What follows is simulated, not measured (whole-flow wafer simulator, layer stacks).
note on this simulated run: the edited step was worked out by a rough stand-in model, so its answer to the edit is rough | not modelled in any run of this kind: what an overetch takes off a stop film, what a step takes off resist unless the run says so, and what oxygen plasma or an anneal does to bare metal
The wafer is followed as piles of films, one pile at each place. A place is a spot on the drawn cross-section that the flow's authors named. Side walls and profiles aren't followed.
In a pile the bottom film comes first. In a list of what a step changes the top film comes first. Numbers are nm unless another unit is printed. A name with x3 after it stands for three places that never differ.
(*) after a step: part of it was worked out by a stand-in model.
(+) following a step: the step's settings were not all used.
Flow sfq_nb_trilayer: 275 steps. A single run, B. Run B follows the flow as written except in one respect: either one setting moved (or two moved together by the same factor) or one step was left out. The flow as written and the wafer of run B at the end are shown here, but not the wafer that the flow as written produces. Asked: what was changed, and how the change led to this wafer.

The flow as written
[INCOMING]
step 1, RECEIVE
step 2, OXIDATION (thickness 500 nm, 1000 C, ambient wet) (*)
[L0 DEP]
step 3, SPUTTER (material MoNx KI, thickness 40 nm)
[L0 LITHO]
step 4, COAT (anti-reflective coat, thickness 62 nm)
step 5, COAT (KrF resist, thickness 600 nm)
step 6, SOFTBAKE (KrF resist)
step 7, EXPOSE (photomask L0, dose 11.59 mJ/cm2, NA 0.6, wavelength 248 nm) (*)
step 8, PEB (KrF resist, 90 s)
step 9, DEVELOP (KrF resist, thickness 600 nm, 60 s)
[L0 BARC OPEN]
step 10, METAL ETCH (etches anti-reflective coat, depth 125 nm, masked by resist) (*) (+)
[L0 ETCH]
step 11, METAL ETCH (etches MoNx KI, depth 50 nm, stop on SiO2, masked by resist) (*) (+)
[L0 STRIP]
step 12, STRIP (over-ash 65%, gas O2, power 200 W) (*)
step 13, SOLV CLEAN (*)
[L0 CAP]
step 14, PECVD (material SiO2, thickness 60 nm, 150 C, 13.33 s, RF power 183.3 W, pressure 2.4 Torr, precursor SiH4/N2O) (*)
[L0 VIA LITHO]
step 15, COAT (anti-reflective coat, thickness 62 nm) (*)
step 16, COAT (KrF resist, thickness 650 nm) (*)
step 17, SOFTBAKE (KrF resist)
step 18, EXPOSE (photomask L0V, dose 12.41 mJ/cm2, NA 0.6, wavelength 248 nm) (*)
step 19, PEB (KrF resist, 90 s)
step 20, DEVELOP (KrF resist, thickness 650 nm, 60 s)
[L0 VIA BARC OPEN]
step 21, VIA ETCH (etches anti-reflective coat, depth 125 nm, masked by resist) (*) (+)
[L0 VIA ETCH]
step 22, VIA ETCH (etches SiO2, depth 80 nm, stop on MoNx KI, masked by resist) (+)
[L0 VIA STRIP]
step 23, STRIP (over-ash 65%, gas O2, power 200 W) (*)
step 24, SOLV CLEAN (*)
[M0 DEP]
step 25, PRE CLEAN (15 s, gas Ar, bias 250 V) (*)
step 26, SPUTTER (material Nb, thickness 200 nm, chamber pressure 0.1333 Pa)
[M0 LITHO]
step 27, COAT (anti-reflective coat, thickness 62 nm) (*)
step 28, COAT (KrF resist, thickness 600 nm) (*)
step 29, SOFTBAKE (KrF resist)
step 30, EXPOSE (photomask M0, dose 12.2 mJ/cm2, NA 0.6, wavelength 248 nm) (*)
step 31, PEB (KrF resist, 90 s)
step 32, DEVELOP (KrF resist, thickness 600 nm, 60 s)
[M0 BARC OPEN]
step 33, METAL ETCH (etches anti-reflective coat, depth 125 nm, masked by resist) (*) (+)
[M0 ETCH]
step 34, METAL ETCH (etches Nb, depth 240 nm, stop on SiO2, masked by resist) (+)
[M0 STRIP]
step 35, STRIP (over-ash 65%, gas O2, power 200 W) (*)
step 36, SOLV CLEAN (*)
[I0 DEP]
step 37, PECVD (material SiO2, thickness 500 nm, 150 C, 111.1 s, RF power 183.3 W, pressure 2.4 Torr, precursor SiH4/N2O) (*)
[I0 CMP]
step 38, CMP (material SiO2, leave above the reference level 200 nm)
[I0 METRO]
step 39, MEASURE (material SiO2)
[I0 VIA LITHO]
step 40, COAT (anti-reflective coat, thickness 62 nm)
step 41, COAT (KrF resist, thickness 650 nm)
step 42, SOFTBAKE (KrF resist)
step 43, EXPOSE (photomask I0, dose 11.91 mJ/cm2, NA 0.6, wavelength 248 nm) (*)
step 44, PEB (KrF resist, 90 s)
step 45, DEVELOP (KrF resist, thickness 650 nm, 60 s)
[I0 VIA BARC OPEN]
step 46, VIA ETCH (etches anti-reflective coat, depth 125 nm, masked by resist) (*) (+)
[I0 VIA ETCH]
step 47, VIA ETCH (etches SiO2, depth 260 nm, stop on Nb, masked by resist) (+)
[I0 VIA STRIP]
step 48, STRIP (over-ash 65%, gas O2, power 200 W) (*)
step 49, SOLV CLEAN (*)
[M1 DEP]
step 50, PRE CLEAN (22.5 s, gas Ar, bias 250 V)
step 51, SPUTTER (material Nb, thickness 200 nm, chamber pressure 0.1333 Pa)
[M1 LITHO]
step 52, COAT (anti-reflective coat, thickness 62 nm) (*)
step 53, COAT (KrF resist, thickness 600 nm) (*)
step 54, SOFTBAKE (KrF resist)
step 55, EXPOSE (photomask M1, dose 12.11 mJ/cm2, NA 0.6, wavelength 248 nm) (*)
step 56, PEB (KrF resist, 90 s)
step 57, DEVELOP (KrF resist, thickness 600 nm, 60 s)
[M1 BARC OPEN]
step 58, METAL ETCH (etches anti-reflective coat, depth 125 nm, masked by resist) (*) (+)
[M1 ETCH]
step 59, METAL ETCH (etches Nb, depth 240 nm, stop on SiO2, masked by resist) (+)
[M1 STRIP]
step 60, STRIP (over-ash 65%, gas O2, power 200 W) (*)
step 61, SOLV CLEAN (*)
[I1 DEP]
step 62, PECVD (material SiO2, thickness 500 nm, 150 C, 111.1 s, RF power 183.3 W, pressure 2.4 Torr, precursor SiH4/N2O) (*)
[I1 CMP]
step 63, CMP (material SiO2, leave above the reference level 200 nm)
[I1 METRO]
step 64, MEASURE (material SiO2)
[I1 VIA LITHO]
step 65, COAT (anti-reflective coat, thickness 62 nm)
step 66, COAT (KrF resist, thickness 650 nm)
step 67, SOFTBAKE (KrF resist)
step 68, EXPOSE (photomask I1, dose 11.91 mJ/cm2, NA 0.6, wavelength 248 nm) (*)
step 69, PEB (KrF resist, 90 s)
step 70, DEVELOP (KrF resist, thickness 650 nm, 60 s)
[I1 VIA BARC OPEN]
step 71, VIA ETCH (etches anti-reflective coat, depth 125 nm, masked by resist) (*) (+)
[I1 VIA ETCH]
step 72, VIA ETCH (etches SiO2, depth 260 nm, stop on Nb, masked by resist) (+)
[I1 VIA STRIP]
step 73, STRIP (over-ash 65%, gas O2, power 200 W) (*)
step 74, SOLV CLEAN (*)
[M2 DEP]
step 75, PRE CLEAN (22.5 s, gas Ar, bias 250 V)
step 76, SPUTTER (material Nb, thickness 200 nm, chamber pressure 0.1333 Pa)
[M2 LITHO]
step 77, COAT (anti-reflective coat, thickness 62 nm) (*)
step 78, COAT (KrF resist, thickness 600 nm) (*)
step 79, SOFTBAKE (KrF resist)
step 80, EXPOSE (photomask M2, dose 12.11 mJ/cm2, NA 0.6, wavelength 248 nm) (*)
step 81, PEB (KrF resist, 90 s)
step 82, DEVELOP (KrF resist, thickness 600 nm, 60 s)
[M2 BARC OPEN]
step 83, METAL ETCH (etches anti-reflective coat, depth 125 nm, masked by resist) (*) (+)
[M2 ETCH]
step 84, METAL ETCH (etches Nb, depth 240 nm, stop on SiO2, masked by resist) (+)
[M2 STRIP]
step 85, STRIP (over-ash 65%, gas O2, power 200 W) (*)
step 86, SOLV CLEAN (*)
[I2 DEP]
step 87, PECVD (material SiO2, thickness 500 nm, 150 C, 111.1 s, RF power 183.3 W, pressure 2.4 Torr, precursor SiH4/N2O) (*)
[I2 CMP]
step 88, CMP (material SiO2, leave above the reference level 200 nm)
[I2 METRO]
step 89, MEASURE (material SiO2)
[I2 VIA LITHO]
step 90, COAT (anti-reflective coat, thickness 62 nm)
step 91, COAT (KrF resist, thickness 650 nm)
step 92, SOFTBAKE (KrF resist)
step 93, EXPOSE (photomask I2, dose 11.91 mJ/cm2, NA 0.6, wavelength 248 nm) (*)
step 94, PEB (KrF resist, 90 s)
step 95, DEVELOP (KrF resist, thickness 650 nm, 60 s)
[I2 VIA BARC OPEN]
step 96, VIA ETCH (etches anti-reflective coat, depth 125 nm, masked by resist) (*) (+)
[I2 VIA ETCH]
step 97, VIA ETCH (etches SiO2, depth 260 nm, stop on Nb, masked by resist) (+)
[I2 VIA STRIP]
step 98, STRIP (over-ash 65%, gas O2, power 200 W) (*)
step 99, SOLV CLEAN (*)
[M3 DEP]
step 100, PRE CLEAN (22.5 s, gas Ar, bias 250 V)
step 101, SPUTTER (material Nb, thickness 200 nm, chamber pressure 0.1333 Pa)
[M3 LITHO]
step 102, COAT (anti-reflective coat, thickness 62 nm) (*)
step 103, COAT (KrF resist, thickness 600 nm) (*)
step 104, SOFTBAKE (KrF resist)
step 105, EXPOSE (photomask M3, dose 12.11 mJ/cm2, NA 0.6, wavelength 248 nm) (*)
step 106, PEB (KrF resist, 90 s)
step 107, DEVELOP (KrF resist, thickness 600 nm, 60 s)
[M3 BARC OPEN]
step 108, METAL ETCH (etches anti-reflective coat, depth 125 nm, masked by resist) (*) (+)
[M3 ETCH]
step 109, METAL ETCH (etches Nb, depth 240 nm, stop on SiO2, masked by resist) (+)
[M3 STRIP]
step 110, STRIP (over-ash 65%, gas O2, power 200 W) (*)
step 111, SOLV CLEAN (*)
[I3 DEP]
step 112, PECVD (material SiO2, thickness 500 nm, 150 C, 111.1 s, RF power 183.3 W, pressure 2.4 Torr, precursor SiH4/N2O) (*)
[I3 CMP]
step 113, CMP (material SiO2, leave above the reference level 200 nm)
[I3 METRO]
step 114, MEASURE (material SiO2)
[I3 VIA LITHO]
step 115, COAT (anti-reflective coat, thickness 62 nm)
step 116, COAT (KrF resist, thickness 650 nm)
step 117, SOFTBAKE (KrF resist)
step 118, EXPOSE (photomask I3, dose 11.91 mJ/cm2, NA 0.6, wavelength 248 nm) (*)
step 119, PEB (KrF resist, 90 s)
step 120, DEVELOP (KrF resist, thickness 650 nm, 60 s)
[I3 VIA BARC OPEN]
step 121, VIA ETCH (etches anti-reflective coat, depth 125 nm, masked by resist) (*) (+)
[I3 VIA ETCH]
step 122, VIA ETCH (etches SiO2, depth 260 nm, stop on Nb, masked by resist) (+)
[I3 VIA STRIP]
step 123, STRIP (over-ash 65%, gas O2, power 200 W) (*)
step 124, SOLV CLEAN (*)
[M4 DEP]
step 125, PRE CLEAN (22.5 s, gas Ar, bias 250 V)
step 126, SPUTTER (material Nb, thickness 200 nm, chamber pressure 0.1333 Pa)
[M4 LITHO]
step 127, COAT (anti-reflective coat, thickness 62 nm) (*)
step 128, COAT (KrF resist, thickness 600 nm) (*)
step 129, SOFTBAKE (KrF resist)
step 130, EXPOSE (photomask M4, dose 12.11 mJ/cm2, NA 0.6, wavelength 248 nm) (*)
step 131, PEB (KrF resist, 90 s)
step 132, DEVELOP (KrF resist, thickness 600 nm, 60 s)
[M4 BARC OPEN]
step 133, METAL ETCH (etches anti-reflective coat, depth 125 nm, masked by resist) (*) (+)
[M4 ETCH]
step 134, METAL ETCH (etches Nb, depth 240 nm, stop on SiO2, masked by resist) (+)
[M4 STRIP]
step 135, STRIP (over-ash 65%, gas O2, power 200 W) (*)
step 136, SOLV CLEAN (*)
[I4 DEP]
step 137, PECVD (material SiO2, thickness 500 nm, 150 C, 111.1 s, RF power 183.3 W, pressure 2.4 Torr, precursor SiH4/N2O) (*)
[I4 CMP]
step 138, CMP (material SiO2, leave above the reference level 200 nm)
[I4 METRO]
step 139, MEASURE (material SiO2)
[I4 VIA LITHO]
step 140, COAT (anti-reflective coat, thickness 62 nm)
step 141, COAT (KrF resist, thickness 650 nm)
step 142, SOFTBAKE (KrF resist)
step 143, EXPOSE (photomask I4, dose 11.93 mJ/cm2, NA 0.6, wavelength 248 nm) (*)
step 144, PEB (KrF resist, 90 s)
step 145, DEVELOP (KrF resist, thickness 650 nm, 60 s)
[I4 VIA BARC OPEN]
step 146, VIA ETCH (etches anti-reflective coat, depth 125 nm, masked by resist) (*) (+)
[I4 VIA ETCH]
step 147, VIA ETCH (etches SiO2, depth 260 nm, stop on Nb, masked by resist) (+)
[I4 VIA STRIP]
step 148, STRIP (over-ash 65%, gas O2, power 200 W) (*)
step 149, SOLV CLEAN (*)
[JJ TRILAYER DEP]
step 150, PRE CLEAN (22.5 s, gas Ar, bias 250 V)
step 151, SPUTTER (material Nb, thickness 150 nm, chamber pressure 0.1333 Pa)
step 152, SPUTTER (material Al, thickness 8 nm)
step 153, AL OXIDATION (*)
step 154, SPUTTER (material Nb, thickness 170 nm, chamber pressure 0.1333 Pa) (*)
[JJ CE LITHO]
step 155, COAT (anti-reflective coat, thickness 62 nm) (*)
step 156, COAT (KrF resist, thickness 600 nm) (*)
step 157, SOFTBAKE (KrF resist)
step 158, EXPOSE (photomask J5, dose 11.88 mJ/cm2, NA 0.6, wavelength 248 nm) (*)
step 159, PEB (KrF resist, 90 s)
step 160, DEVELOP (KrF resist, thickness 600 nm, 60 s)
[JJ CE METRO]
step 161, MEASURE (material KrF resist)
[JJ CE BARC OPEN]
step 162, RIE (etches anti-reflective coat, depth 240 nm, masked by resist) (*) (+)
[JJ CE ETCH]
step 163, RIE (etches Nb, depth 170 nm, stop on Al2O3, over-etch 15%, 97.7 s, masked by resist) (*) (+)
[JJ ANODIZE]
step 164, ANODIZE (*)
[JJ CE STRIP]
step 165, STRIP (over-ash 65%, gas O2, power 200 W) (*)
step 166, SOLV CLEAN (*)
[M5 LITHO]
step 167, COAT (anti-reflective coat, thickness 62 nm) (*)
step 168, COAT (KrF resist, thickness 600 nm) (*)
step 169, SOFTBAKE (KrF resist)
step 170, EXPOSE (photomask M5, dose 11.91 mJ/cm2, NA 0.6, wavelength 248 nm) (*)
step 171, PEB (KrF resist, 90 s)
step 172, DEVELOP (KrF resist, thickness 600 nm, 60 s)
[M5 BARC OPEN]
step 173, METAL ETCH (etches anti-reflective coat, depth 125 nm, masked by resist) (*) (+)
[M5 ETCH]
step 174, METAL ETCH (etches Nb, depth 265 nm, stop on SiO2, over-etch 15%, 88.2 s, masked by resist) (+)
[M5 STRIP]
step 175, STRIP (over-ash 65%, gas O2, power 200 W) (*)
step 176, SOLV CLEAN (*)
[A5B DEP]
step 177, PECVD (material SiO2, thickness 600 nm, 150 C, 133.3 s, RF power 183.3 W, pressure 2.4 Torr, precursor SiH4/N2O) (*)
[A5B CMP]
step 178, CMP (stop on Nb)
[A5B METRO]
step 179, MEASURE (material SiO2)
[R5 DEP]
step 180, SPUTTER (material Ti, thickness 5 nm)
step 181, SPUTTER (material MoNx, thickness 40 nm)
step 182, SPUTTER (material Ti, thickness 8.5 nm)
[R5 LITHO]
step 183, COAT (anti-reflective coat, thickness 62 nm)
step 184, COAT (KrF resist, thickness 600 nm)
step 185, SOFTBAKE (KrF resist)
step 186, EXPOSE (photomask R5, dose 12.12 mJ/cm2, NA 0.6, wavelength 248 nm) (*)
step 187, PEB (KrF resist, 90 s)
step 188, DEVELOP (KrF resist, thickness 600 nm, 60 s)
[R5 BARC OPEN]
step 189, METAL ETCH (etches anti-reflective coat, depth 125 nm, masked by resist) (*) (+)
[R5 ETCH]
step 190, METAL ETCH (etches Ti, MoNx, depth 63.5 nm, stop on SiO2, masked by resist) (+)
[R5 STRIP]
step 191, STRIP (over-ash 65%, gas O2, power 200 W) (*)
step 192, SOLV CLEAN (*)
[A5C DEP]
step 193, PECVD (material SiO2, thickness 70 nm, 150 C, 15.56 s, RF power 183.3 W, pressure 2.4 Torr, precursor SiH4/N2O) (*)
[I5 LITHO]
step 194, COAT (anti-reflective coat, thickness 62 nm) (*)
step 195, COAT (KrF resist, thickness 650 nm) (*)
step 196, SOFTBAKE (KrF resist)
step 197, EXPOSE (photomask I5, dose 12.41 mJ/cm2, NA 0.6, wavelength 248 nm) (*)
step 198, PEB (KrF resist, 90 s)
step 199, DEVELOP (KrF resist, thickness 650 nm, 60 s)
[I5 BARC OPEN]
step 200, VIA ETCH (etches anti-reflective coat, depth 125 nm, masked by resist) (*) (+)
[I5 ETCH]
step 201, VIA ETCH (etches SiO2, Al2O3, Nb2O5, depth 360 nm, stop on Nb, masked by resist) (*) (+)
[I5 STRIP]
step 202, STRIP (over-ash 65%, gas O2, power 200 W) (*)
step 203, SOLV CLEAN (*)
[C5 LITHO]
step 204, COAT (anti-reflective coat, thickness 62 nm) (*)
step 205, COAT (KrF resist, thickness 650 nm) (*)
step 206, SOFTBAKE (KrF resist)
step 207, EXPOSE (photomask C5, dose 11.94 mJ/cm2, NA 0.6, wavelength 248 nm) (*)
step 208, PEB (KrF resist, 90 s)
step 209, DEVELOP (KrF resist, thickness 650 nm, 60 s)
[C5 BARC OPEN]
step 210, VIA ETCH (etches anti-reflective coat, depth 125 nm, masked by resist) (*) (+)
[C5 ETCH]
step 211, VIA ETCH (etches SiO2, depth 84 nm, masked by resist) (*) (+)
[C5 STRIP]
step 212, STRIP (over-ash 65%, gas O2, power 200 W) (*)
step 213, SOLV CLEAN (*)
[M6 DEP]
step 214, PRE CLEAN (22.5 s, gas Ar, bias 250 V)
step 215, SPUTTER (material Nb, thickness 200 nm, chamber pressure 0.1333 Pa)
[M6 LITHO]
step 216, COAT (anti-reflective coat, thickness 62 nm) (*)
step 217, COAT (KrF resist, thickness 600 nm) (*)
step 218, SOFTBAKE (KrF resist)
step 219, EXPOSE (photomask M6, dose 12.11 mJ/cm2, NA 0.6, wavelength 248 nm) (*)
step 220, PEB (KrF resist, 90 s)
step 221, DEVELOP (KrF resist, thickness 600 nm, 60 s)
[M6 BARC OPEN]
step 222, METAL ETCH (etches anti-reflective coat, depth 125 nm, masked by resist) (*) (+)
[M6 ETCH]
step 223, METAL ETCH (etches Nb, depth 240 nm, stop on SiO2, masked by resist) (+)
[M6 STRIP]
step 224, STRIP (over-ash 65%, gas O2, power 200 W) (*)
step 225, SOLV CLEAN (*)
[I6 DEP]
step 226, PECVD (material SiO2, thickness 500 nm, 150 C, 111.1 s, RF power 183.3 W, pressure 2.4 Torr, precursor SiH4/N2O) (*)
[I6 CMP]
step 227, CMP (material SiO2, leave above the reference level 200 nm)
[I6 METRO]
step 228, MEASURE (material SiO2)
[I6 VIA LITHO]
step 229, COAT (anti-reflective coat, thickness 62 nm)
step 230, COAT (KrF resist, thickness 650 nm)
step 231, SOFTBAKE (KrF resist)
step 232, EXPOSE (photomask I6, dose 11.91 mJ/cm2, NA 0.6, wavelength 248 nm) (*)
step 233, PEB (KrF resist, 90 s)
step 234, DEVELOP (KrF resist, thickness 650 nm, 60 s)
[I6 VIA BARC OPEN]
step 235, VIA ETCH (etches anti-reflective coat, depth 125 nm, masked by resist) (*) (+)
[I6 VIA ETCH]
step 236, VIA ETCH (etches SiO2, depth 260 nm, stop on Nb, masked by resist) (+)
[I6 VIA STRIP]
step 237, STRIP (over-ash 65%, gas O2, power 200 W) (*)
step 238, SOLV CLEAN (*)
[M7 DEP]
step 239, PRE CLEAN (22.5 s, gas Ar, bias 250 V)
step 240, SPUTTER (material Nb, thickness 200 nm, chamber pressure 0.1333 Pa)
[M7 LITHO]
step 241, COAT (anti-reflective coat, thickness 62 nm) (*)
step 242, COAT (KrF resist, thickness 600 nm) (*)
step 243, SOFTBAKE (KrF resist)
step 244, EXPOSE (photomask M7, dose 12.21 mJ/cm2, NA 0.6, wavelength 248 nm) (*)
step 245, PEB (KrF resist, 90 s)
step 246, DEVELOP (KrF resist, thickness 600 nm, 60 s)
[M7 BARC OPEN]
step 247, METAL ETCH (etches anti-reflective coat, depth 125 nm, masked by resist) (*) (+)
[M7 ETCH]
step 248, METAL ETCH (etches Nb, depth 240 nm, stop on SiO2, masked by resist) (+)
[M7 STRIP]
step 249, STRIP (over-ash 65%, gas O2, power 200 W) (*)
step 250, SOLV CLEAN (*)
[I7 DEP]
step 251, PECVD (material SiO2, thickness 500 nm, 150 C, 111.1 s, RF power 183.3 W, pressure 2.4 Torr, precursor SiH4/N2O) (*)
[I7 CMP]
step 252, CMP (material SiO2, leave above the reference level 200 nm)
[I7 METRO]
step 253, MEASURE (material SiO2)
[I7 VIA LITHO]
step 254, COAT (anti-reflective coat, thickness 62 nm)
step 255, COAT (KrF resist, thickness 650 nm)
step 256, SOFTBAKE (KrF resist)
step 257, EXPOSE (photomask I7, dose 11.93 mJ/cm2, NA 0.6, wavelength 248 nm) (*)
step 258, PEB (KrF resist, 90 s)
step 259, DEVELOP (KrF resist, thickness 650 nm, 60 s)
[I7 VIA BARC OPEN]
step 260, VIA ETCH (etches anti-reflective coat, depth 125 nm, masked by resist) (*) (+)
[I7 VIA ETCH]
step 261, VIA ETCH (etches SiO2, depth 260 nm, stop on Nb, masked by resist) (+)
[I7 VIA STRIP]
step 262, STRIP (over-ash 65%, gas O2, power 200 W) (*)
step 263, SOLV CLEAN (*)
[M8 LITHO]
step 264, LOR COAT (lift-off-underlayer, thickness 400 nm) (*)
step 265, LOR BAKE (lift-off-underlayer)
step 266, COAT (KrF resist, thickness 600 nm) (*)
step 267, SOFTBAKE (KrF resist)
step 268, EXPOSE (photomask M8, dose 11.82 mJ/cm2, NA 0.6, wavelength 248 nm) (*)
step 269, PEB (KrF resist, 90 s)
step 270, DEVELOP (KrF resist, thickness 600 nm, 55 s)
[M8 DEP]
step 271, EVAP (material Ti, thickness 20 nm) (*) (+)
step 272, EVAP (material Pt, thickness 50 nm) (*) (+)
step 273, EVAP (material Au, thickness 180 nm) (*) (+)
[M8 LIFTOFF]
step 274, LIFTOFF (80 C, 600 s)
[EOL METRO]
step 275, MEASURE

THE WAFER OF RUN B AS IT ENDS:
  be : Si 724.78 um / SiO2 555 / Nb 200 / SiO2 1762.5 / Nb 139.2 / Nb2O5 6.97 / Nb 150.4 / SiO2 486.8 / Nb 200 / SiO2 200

What caused this: step 201, VIA ETCH: depth 248 nm was run, while the flow as written has depth 360 nm.

Step by step, how the change led to this:
  step 201, VIA ETCH (etches SiO2, Al2O3, Nb2O5, depth 360 nm, stop on Nb, masked by resist) (*) (+)
      be: -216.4 SiO2 (all of it), -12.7 Al2O3 (all of it), -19 Nb2O5 (in the flow as written it would be: -216.4 SiO2 (all of it), -12.7 Al2O3 (all of it), -29.9 Nb2O5 (all of it))
      field_l, v_sur, via_wl and 102 more: -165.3 KrF resist (in the flow as written it would be: -240 KrF resist)
  step 202, STRIP (over-ash 65%, gas O2, power 200 W) (*)
      p4_fl, p4_fm, p4_w1 and 44 more: -407.8 KrF resist (all of it), -62 anti-reflective coat (all of it) (in the flow as written it would be: -333.1 KrF resist (all of it), -62 anti-reflective coat (all of it))
      wl_b_m5, wl_b_sr, wl_c_sl and 11 more: -407.7 KrF resist (all of it), -62 anti-reflective coat (all of it) (in the flow as written it would be: -333 KrF resist (all of it), -62 anti-reflective coat (all of it))
      (and at 44 other places as well)
  step 214, PRE CLEAN (22.5 s, gas Ar, bias 250 V)
      be: -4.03 Nb2O5 (in the flow as written it would be: -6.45 Nb)
  step 215, SPUTTER (material Nb, thickness 200 nm, chamber pressure 0.1333 Pa)
      be: +150.4 Nb (new film) (in the flow as written it would be: +147.3 Nb)
  step 226, PECVD (material SiO2, thickness 500 nm, 150 C, 111.1 s, RF power 183.3 W, pressure 2.4 Torr, precursor SiH4/N2O) (*)
      be: +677 SiO2 (new film) (in the flow as written it would be: +693.5 SiO2 (new film))
With metal films that touch counted as one body, be has 4 bodies (between them, from the top down: SiO2 486.8; Nb2O5 6.97; SiO2 1762.5); the flow as written gives 3 bodies (between them, from the top down: SiO2 503.2; SiO2 1762.5).
